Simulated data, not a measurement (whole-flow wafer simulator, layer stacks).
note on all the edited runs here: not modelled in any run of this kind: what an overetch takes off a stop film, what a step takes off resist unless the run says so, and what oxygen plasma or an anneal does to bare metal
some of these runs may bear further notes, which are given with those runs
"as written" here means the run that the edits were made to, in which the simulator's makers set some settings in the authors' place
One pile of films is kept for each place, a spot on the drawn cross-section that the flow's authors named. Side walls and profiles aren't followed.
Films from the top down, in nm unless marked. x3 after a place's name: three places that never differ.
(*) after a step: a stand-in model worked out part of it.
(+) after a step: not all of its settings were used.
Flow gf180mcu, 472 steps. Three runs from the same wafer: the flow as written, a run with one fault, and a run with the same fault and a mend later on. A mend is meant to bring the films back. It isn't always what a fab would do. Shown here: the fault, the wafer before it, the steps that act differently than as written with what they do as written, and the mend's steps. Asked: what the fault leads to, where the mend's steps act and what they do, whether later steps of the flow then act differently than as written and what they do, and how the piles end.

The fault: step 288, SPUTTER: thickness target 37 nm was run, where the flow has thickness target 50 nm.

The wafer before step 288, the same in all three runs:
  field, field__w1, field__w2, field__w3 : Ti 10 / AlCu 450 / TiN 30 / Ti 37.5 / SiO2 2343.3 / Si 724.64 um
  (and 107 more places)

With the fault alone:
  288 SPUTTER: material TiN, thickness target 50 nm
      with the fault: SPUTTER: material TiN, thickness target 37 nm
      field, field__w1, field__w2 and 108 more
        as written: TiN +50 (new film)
        with the fault: TiN +37 (new film)
  Later steps of the flow that act differently than as written (4 more steps differ only slightly, by at most 2% or 0.5 nm, whichever is larger, and aren't shown):
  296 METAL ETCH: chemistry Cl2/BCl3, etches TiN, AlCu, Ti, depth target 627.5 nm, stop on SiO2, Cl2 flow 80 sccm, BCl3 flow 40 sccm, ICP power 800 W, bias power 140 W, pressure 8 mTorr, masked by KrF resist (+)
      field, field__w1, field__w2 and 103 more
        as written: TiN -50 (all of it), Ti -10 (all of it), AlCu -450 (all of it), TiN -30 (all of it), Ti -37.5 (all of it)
        with the fault: TiN -37 (all of it), Ti -10 (all of it), AlCu -450 (all of it), TiN -30 (all of it), Ti -37.5 (all of it)
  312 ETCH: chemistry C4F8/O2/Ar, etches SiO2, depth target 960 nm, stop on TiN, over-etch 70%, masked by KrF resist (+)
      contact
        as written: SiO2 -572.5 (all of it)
        with the fault: SiO2 -585.5 (all of it)
  At the end the piles differ from the flow's by more than 2% or 0.5 nm, whichever is larger, at field__w8, contact, m1, m1__w1, m1_nw.
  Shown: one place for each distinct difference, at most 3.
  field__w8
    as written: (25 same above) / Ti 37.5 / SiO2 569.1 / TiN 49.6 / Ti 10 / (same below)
    with the fault: (25 same above) / Ti 37.5 / SiO2 582.1 / TiN 36.6 / Ti 10 / (same below)
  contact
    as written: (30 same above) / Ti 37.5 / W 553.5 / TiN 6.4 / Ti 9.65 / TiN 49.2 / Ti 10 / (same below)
    with the fault: (30 same above) / Ti 37.5 / W 566.6 / TiN 6.36 / Ti 9.58 / TiN 36.2 / Ti 10 / (same below)

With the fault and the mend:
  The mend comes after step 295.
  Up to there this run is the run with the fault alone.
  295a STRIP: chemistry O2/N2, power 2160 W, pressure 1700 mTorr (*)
      field__w8, contact, m1, m1__w1, m1_nw
        KrF resist -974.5 (all of it)
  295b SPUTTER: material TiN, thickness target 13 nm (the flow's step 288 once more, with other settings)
      field, field__w1, field__w2 and 108 more
        TiN +13
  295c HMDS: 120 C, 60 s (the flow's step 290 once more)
      changes no film at any place that is followed
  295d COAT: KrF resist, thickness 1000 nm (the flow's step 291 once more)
      field, field__w1, field__w2 and 108 more
        KrF resist +1000 (new film)
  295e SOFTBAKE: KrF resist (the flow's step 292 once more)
      changes no film at any place that is followed
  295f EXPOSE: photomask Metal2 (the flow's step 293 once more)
      changes no film at any place that is followed
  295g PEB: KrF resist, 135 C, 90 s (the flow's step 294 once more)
      field, field__w1, field__w2 and 108 more
        KrF resist -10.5
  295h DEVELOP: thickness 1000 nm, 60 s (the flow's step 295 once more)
      field, field__w1, field__w2 and 103 more
        KrF resist -989.5 (all of it)
      field__w8, contact, m1, m1__w1, m1_nw
        KrF resist -14.9
  No later step of the flow acts differently than as written at any place that is followed.
  At the end the piles are the same as the flow's at every place that both follow.
